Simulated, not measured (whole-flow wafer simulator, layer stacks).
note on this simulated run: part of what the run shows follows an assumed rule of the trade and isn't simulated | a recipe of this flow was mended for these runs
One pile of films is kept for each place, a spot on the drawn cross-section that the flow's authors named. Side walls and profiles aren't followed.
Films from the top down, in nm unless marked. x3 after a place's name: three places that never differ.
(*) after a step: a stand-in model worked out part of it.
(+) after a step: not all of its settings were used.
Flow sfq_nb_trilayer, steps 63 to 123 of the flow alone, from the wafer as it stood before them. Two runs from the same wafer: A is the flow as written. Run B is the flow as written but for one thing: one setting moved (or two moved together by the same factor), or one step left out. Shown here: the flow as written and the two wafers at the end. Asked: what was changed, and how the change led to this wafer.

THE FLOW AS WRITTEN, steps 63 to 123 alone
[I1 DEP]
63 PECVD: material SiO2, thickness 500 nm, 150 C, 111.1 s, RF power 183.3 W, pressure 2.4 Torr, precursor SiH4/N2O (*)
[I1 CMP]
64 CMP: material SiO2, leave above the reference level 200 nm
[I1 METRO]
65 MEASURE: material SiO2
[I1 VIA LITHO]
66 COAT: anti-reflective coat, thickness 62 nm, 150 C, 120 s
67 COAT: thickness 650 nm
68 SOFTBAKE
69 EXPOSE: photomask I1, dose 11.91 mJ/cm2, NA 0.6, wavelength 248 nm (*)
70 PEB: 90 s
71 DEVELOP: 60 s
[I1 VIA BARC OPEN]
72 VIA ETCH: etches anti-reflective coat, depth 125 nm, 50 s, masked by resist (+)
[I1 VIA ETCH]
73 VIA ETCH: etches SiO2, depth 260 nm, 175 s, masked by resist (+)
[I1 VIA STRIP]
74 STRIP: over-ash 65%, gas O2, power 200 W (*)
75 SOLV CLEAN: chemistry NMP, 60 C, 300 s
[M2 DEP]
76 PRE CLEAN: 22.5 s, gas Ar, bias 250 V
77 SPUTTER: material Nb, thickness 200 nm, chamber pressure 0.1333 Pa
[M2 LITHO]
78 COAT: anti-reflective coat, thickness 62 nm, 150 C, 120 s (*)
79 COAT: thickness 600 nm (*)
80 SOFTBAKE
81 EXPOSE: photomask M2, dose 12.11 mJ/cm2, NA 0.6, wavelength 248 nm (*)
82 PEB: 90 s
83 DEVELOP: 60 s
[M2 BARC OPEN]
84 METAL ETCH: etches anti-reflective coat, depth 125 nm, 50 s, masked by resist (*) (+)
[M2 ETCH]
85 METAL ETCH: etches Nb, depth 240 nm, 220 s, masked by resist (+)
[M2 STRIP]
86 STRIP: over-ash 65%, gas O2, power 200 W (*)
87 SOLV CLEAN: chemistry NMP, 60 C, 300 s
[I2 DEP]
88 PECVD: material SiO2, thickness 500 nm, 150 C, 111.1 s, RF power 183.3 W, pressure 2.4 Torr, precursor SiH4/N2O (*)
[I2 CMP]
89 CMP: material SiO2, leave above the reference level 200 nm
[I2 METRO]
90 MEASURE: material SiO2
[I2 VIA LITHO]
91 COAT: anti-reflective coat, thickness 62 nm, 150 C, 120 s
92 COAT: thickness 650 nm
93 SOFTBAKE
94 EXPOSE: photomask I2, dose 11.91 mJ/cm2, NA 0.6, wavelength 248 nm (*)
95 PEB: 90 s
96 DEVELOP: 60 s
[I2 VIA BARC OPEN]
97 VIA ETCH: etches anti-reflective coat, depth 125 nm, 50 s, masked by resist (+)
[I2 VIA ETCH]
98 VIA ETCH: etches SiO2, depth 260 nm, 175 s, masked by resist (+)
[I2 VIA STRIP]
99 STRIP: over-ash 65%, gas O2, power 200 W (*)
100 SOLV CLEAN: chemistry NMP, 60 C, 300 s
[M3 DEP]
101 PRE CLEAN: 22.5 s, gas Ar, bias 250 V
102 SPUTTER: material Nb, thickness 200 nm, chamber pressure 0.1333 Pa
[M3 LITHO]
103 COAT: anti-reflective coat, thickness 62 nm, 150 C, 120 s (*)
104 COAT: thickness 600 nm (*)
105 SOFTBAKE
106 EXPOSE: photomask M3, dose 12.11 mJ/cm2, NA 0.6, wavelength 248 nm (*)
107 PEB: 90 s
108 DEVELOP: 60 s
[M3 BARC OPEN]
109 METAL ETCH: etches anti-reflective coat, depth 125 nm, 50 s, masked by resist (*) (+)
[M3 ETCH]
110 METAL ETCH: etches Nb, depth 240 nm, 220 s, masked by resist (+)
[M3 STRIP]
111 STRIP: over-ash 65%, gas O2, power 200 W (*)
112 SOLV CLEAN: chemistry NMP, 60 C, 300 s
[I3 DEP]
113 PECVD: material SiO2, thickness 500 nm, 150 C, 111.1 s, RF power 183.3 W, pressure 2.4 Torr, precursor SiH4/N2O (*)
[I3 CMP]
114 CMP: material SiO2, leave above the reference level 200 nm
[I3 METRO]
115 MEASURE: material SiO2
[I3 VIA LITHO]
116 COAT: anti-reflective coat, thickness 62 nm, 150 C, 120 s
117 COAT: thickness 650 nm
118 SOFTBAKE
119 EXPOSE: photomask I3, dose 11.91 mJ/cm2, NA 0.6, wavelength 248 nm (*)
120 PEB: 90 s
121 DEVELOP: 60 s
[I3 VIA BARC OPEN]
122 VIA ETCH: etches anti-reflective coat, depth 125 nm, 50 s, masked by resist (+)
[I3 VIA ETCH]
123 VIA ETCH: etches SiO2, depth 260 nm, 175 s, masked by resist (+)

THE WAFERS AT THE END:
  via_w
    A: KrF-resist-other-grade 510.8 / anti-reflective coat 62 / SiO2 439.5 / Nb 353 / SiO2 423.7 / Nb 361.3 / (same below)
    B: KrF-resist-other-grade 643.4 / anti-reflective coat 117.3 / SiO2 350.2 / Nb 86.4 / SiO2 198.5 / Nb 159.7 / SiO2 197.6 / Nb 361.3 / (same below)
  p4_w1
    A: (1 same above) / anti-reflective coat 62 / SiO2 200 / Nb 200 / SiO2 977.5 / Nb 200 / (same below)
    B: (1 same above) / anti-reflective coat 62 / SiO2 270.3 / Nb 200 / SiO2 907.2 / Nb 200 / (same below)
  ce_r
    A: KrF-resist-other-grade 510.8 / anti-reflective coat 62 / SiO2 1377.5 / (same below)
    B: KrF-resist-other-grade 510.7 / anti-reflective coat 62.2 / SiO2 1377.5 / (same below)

The cause: step 63, PECVD: 52.78 s was run, where the flow has 111.1 s.

How the change led to this, step by step:
  63 PECVD: material SiO2, thickness 500 nm, 150 C, 111.1 s, RF power 183.3 W, pressure 2.4 Torr, precursor SiH4/N2O (*)
      field_l, be, be_sur and 72 more: A SiO2 +500 | B SiO2 +237.7
      v_sur, via_wl, via_wr and 20 more: A SiO2 +500 (new film) | B SiO2 +237.7 (new film)
      (and at 8 more places)
  64 CMP: material SiO2, leave above the reference level 200 nm
      field_l, be, be_sur and 72 more: A SiO2 -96 | B nothing
      lsp_m, ln_m6, lsp_r, l0_sur, l0v: A SiO2 -90.8 | B nothing
      (and at 26 more places)
  66 COAT: anti-reflective coat, thickness 62 nm, 150 C, 120 s
      ln_m5, m0r_line_l x3: A anti-reflective coat +62 (new film) | B anti-reflective coat +37.2 (new film)
      l0_sur, p3_l4, p3_s4: A anti-reflective coat +62 (new film) | B anti-reflective coat +63.8 (new film)
      (and at 90 more places)
  67 COAT: thickness 650 nm
      m0r_line_l x3: A KrF-resist-other-grade +650 (new film) | B KrF-resist-other-grade +707.8 (new film)
      m0r_line_r x3: A KrF-resist-other-grade +650 (new film) | B KrF-resist-other-grade +707.3 (new film)
      (and at 67 more places)
  71 DEVELOP: 60 s
      via_v: A KrF-resist-other-grade -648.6 (all of it) | B KrF-resist-other-grade -586.5 (all of it)
  74 STRIP: over-ash 65%, gas O2, power 200 W (*)
      m0r_line_l x3: A KrF-resist-other-grade -510.8 (all of it), anti-reflective coat -62 (all of it) | B KrF-resist-other-grade -568.5 (all of it), anti-reflective coat -37.2 (all of it)
      m0r_space_l, m6r_space_l x2: A KrF-resist-other-grade -510.8 (all of it), anti-reflective coat -62 (all of it) | B KrF-resist-other-grade -522.8 (all of it), anti-reflective coat -92.9 (all of it)
      (and at 96 more places)
  77 SPUTTER: material Nb, thickness 200 nm, chamber pressure 0.1333 Pa
      lsp_m, ln_m6, lsp_r, l0_sur, l0v: A Nb +200 (new film) | B Nb +195.6 (new film)
      be, lsp_l: A Nb +200 (new film) | B Nb +184.8 (new film)
      (and at 1 more place)
  78 COAT: anti-reflective coat, thickness 62 nm, 150 C, 120 s (*)
      m0r_line_l x3, m0r_line_r x3: A anti-reflective coat +62 (new film) | B anti-reflective coat +35.7 (new film)
      m0r_space_l, m0r_space_r, m6r_space_l x2, m6r_space_r x2: A anti-reflective coat +62 (new film) | B anti-reflective coat +91.7 (new film)
      (and at 87 more places)
  79 COAT: thickness 600 nm (*)
      m0r_line_l x3, m0r_line_r x3: A KrF-resist-other-grade +600 (new film) | B KrF-resist-other-grade +656.6 (new film)
      p3_s1, p3_fr: A KrF-resist-other-grade +600 (new film) | B KrF-resist-other-grade +616.4 (new film)
      (and at 65 more places)
  83 DEVELOP: 60 s
      m0r_line_l x3, m0r_line_r x3: A KrF-resist-other-grade -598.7 (all of it) | B KrF-resist-other-grade -655.2 (all of it)
      wl_g_sl, m5r_line_l, m5r_line_r: A KrF-resist-other-grade -598.7 (all of it) | B KrF-resist-other-grade -638.2 (all of it)
      (and at 43 more places)
  84 METAL ETCH: etches anti-reflective coat, depth 125 nm, 50 s, masked by resist (*) (+)
      m5r_linepad_l, m5r_linepad_r, r5r_line_l, r5r_spacepad_l, r5r_spacepad_r, m8r_pad_l, m8r_pad_r: A anti-reflective coat -62 (all of it) | B anti-reflective coat -125
      m0r_line_l x3, m0r_line_r x3: A anti-reflective coat -62 (all of it) | B anti-reflective coat -35.7 (all of it)
      (and at 65 more places)
  85 METAL ETCH: etches Nb, depth 240 nm, 220 s, masked by resist (+)
      m5r_linepad_l, m5r_linepad_r: A Nb -200 (all of it), SiO2 -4 | B anti-reflective coat -38 (all of it), Nb -200 (all of it), SiO2 -0.2
      r5r_spacepad_l, r5r_spacepad_r: A Nb -200 (all of it), SiO2 -4 | B anti-reflective coat -36.4 (all of it), Nb -200 (all of it), SiO2 -0.36
      (and at 10 more places)
  86 STRIP: over-ash 65%, gas O2, power 200 W (*)
      v_sur: A KrF-resist-other-grade -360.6 (all of it), anti-reflective coat -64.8 (all of it) | B KrF-resist-other-grade -291 (all of it), anti-reflective coat -40.4 (all of it)
      via_wl: A KrF-resist-other-grade -357.4 (all of it), anti-reflective coat -67.7 (all of it) | B KrF-resist-other-grade -298.9 (all of it), anti-reflective coat -32.6 (all of it)
      (and at 20 more places)
  88 PECVD: material SiO2, thickness 500 nm, 150 C, 111.1 s, RF power 183.3 W, pressure 2.4 Torr, precursor SiH4/N2O (*)
      wl_d_sl, wl_d_sr: A SiO2 +500 | B SiO2 +523.4
      via_w: A SiO2 +500 (new film) | B SiO2 +623.4 (new film)
  89 CMP: material SiO2, leave above the reference level 200 nm
      field_l, be, be_sur and 79 more: A SiO2 -96 | B nothing
      via_w: A SiO2 -300 | B SiO2 -157.1
  91 COAT: anti-reflective coat, thickness 62 nm, 150 C, 120 s
      r_end, moat, wl_j_sr, wl_a_sl: A anti-reflective coat +62 (new film) | B anti-reflective coat +60.3 (new film)
      wl_a_m6, wl_a_sr, wl_b_sl, wl_b_m5: A anti-reflective coat +62 (new film) | B anti-reflective coat +60.7 (new film)
      (and at 73 more places)
  ... 18 more steps ...
  122 VIA ETCH: etches anti-reflective coat, depth 125 nm, 50 s, masked by resist (+)
      via_v: A anti-reflective coat -62 (all of it), SiO2 -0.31 | B anti-reflective coat -71 (all of it), SiO2 -0.27
Counting metal films that touch as one body, via_w has 3 bodies (between them, from the top down: SiO2 198.5; SiO2 197.6); the flow as written gives 2 bodies (between them, from the top down: SiO2 423.7).
